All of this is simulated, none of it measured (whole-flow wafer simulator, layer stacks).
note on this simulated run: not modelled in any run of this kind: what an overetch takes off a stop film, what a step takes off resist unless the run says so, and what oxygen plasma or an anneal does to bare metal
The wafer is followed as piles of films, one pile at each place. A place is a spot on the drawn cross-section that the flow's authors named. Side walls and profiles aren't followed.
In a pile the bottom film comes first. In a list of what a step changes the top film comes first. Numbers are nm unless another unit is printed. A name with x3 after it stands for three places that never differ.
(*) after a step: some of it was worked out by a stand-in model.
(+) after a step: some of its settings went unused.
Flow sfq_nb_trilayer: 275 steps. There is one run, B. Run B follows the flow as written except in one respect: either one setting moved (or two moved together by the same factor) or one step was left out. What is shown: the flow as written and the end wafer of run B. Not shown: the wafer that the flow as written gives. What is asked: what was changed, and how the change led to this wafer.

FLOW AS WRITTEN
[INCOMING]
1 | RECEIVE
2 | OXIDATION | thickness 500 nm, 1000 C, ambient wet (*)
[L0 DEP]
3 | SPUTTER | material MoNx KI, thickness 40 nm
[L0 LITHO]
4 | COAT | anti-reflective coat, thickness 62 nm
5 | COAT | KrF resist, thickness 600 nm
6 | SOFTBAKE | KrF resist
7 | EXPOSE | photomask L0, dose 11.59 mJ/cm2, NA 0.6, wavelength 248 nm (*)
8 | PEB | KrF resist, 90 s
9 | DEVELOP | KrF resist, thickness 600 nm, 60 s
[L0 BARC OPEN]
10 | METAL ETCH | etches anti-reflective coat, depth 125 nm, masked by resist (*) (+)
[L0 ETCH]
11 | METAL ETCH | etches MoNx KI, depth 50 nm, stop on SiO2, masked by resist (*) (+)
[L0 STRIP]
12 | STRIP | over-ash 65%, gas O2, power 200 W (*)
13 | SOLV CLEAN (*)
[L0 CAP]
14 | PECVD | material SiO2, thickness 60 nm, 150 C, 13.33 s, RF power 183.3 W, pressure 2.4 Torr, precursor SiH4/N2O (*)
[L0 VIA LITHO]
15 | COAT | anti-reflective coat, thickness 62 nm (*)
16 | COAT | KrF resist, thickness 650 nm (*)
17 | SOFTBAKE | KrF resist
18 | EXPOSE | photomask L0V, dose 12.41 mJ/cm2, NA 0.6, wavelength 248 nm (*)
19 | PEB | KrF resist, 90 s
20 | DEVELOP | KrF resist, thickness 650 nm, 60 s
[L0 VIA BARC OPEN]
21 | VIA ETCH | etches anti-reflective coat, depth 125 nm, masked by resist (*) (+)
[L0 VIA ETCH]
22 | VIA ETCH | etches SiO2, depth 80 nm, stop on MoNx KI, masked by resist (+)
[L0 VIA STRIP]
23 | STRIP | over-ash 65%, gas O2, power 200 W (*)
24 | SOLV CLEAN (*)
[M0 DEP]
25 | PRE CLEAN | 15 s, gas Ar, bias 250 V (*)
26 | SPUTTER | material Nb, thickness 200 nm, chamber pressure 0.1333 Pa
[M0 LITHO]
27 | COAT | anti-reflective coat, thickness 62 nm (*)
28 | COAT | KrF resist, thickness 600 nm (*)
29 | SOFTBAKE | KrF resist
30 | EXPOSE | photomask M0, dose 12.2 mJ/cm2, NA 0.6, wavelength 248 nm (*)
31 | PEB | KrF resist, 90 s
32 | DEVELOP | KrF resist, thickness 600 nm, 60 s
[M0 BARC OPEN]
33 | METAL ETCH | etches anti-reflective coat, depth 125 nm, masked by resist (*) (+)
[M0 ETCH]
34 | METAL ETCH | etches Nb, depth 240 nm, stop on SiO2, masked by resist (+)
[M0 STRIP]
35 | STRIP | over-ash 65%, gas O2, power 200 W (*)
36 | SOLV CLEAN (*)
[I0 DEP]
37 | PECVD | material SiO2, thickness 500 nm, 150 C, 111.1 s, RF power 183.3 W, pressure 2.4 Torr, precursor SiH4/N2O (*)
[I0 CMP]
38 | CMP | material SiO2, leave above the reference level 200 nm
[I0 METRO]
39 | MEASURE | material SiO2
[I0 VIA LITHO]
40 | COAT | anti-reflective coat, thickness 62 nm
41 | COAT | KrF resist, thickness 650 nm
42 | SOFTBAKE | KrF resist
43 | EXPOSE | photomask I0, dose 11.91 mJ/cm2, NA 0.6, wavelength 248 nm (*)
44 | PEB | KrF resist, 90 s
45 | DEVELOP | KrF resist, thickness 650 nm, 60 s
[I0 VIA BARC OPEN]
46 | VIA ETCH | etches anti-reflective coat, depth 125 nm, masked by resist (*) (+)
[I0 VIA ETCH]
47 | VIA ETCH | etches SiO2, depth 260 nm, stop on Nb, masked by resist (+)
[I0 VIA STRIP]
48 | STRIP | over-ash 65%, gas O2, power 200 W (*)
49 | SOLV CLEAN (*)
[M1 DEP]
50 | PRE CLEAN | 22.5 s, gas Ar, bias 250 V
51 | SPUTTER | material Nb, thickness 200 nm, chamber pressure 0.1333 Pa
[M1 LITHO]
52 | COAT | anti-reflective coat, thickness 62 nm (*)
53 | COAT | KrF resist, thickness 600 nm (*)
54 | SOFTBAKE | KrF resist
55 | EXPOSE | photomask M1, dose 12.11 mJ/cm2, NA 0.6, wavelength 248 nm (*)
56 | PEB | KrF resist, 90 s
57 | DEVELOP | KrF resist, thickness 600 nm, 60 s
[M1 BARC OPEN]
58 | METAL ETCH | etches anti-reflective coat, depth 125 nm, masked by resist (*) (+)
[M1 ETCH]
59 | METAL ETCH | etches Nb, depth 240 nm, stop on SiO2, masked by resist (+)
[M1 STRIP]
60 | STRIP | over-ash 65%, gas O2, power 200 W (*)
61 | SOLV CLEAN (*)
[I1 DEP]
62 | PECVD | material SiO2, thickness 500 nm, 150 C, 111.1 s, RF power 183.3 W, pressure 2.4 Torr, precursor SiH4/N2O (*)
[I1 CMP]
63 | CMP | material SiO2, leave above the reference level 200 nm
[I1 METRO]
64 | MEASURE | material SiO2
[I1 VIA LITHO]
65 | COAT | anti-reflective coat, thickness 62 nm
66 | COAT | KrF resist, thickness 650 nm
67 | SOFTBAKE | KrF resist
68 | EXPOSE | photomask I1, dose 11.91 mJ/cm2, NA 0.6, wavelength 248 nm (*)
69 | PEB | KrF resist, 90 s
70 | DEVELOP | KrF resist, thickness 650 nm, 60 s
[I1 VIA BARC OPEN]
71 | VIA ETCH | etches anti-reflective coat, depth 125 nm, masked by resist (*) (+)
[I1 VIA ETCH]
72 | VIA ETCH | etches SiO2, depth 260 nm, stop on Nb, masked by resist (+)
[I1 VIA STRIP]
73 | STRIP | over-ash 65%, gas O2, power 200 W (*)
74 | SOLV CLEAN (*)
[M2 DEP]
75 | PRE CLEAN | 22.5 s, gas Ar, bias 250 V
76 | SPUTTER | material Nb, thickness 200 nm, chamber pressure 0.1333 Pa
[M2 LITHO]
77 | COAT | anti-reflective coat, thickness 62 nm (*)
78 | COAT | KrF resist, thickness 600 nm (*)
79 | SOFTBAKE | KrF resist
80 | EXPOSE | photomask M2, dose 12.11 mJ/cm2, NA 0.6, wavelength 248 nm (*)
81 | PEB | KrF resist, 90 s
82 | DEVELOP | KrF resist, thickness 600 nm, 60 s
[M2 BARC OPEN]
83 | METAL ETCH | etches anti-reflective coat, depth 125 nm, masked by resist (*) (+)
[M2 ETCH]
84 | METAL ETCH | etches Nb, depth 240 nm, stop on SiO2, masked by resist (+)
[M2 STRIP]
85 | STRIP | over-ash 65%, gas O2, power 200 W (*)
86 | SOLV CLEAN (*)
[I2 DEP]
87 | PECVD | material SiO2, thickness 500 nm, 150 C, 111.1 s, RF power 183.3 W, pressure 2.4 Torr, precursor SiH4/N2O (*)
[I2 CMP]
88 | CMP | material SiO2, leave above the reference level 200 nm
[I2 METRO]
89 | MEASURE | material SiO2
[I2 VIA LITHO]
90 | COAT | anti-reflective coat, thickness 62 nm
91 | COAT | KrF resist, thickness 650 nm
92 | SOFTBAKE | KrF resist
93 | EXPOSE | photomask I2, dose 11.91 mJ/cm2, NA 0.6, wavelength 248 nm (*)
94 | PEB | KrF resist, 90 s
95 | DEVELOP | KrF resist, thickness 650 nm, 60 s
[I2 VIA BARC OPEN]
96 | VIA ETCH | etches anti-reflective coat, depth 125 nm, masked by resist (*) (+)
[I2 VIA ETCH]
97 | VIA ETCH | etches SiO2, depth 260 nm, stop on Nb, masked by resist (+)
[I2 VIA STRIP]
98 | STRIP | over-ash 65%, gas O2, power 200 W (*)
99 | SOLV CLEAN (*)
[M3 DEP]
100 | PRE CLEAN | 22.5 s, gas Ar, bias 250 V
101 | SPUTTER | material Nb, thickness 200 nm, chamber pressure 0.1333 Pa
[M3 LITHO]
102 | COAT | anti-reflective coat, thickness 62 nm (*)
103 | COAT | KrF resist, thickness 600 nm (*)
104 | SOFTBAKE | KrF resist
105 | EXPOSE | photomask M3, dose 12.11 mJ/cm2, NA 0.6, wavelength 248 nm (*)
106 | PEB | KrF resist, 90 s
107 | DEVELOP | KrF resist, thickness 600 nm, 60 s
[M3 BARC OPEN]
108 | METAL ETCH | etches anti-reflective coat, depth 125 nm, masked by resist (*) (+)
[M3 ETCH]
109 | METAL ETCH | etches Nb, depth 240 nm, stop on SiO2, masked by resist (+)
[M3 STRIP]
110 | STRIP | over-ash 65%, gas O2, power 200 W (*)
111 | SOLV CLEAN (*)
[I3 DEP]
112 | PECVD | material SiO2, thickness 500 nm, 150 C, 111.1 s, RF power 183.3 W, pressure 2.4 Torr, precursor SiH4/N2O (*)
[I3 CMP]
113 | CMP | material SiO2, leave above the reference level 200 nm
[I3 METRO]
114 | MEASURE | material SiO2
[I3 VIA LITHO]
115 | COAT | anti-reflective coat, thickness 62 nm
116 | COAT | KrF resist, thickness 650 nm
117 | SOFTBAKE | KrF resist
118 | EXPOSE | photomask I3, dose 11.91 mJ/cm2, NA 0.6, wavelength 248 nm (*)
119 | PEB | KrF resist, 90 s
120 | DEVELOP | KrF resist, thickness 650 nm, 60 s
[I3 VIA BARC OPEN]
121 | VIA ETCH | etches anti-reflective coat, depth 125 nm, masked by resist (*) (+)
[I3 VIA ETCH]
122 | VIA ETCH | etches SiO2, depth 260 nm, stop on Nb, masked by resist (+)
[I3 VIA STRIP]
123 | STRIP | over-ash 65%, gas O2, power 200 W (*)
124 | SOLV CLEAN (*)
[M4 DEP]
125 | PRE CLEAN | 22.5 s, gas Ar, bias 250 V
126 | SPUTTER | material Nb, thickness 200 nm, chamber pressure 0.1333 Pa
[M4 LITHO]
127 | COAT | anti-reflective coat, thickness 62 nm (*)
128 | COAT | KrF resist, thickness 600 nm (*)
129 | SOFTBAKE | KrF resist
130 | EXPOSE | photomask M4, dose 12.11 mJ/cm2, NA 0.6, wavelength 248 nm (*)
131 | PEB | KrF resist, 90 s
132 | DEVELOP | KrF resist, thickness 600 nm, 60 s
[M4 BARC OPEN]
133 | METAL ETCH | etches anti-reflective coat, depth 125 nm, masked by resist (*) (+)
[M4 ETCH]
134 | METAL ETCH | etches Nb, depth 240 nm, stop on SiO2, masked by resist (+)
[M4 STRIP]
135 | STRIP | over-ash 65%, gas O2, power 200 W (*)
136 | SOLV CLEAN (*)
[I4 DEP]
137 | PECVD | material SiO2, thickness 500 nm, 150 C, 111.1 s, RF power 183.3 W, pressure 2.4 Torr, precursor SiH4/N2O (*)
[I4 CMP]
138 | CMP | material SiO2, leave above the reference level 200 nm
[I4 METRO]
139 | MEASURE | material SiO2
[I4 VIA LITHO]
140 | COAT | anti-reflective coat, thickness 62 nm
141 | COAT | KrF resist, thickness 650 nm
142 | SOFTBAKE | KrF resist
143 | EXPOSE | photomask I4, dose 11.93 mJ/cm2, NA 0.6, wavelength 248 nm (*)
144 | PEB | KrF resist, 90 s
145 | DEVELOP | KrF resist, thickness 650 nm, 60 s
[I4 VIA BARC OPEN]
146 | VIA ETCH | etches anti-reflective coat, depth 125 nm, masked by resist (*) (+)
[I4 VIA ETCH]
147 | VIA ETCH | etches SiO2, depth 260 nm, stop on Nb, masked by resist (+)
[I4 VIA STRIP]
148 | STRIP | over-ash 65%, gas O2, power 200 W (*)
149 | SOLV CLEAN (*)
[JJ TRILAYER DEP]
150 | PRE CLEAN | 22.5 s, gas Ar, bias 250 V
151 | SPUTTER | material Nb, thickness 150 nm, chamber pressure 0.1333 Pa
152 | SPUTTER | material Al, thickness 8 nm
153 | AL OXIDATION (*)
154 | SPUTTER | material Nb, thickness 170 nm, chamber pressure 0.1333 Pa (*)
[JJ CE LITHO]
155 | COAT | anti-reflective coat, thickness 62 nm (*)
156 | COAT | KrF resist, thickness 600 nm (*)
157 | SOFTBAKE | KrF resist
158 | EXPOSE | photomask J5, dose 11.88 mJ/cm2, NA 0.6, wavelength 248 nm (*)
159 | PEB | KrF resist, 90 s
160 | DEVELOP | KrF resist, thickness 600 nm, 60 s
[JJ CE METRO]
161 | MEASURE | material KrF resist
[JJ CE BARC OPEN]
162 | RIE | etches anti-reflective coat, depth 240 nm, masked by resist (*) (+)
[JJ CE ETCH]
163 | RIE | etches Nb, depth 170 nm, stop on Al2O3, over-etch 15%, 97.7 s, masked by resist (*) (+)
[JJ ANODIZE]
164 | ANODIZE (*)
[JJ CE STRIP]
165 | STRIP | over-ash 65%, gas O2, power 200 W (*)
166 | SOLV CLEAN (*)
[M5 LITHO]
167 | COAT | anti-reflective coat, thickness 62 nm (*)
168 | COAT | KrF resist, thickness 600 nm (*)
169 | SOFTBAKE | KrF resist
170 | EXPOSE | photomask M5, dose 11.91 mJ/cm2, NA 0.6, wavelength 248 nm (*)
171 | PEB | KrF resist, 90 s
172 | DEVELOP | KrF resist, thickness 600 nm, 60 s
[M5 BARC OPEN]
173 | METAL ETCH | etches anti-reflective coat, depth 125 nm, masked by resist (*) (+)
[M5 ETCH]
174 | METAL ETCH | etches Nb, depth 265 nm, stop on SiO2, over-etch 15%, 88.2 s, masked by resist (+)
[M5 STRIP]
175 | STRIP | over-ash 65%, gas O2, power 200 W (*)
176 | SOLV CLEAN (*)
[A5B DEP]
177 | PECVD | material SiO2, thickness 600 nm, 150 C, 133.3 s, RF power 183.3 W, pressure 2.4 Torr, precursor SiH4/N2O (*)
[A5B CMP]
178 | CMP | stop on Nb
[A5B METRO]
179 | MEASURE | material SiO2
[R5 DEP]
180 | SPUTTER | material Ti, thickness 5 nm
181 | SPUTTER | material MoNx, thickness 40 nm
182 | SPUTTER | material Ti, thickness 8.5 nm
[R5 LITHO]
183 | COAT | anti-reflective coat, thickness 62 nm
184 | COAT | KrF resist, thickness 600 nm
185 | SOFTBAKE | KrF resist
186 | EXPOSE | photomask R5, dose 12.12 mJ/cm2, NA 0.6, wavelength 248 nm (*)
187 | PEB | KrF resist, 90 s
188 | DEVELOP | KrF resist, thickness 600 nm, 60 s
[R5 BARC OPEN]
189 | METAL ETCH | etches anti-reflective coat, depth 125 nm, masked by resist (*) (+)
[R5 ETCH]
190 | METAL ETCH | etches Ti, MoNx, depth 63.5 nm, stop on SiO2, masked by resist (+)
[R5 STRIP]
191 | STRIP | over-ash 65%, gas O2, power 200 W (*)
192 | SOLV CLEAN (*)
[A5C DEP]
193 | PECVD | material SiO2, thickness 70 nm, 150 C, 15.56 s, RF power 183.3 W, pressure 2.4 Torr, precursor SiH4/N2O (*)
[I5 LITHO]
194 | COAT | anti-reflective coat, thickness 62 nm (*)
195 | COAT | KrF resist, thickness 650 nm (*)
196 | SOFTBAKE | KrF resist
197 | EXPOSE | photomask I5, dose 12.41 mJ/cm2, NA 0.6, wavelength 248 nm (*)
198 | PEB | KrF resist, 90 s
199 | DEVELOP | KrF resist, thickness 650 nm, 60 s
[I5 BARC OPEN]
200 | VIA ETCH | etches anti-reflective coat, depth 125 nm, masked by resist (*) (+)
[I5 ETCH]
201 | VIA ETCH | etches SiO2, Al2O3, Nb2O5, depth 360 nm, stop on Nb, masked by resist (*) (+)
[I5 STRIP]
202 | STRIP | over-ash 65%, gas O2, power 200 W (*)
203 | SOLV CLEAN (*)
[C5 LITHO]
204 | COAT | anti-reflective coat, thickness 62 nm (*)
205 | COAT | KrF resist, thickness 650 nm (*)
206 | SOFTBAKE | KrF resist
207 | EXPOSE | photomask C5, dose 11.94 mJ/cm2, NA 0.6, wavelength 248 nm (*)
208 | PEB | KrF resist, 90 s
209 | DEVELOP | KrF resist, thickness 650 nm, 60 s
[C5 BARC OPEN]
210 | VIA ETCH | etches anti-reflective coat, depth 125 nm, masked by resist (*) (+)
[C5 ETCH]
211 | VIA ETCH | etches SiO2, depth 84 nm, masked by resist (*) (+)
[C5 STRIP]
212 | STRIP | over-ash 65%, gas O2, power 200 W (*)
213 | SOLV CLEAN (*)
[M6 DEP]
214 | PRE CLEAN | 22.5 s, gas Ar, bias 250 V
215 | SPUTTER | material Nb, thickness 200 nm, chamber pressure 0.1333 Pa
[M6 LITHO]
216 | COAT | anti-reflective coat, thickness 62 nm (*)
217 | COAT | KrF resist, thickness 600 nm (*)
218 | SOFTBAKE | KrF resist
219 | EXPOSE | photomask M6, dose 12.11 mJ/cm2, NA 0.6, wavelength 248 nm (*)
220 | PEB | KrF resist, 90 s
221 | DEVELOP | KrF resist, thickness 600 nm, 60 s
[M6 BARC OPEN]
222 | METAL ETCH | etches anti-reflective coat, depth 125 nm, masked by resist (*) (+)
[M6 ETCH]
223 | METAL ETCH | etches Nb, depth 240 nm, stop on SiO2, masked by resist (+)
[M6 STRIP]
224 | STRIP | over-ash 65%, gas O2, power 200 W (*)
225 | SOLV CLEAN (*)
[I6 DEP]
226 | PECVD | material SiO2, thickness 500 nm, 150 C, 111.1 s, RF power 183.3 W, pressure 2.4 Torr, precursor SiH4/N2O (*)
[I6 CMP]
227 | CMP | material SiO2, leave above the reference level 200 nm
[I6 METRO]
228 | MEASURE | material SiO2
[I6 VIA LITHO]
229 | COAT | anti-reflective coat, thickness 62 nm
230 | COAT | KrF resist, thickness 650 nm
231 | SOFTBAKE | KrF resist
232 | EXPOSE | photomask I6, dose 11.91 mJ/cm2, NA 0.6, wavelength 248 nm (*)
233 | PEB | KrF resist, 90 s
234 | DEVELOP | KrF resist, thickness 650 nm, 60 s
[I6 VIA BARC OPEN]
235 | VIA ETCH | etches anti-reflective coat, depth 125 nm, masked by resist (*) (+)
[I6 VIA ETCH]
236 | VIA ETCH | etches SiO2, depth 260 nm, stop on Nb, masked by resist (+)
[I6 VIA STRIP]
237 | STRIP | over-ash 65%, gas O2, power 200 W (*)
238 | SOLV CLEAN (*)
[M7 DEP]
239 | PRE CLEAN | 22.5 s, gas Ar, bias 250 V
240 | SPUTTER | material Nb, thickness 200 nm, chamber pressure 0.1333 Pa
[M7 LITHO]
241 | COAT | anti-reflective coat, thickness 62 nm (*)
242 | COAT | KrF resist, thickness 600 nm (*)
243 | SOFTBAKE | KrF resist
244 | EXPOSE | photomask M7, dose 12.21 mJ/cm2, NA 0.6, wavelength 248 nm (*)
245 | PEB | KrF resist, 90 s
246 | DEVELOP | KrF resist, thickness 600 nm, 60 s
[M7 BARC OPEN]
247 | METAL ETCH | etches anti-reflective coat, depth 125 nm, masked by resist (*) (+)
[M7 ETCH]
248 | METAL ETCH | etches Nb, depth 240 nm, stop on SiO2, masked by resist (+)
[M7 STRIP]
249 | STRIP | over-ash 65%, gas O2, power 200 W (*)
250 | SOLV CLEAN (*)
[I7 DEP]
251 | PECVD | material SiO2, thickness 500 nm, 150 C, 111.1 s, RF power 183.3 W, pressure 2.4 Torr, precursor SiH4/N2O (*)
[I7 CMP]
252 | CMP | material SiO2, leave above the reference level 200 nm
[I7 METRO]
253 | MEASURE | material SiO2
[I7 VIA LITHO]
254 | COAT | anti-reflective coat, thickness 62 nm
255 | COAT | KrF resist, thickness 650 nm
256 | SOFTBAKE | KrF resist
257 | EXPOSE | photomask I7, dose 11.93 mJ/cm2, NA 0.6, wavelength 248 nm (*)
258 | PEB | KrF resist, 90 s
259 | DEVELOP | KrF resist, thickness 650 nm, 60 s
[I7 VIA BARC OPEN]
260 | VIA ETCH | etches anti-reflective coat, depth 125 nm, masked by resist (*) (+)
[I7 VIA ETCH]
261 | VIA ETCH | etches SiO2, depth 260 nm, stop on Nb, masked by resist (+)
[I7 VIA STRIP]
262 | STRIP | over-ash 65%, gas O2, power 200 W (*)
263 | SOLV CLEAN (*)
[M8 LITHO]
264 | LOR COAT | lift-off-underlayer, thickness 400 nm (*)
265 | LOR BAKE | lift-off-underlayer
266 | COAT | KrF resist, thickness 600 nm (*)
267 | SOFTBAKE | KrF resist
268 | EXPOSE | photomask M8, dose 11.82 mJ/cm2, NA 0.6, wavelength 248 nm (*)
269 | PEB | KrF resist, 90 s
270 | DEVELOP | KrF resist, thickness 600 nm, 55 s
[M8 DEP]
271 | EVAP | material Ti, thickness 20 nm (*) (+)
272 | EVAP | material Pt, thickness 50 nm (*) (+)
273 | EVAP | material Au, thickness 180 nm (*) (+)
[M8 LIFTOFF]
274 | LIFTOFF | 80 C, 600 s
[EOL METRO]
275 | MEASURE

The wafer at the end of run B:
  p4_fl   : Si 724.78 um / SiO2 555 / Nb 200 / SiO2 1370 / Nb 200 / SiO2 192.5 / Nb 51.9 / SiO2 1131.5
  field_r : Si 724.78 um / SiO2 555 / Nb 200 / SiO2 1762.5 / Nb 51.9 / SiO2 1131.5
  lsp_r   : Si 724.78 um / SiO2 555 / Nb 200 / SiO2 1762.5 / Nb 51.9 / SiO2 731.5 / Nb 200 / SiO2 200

What caused this: step 174, METAL ETCH: depth 113 nm was run, though the flow has depth 265 nm; step 174, METAL ETCH: 37.5 s was run, where the flow has 88.2 s.

Step by step, how the change led to this:
  174 | METAL ETCH | etches Nb, depth 265 nm, stop on SiO2, over-etch 15%, 88.2 s, masked by resist (+)
      field_l, r_sur, res and 50 more: Al2O3 loses 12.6 (all of it), Nb2O5 loses 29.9 (all of it), Nb loses 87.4 (as written it would have been: Al2O3 loses 12.6 (all of it), Nb2O5 loses 29.9 (all of it), Nb loses 139.2 (all of it), SiO2 loses 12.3)
      v_sur, via_wl, via_w and 50 more: KrF resist loses 65 (as written it would have been: KrF resist loses 152.4)
  175 | STRIP | over-ash 65%, gas O2, power 200 W (*)
      l0r_line_l, l0r_line_c, l0r_space_c and 27 more: KrF resist loses 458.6 (all of it), anti-reflective coat loses 62 (all of it) (as written it would have been: KrF resist loses 371.2 (all of it), anti-reflective coat loses 62 (all of it))
      wl_j_sl, wl_j_sr: KrF resist loses 465.4 (all of it), anti-reflective coat loses 83.3 (all of it) (as written it would have been: KrF resist loses 378 (all of it), anti-reflective coat loses 83.3 (all of it))
      (and at 21 other places as well)
  177 | PECVD | material SiO2, thickness 600 nm, 150 C, 133.3 s, RF power 183.3 W, pressure 2.4 Torr, precursor SiH4/N2O (*)
      field_l, p4_fl, p4_fm and 39 more: SiO2 gains 600 (new film) (as written it would have been: SiO2 gains 600)
      r_sur, res, r_end, moat, field_r, lsp_l: SiO2 gains 600 (new film) (as written it would have been: SiO2 gains 592.9)
      (and at 5 other places as well)
  178 | CMP | stop on Nb
      field_l, p4_fl, p4_fm and 39 more: SiO2 loses 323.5 (as written it would have been: SiO2 loses 259.3)
      r_sur, res, r_end, moat, field_r, lsp_l: SiO2 loses 323.5 (as written it would have been: SiO2 loses 252.3)
      (and at 5 other places as well)
Taking metal films that touch as one body, p4_fl has 3 bodies (between them, from the top down: SiO2 192.5; SiO2 1370); the flow as written gives 2 bodies (between them, from the top down: SiO2 1370).
Taking metal films that touch as one body, field_r has 2 bodies (between them, from the top down: SiO2 1762.5); the flow as written gives 1 body.
Taking metal films that touch as one body, lsp_r has 3 bodies (between them, from the top down: SiO2 731.5; SiO2 1762.5); the flow as written gives 2 bodies (between them, from the top down: SiO2 2545.9).
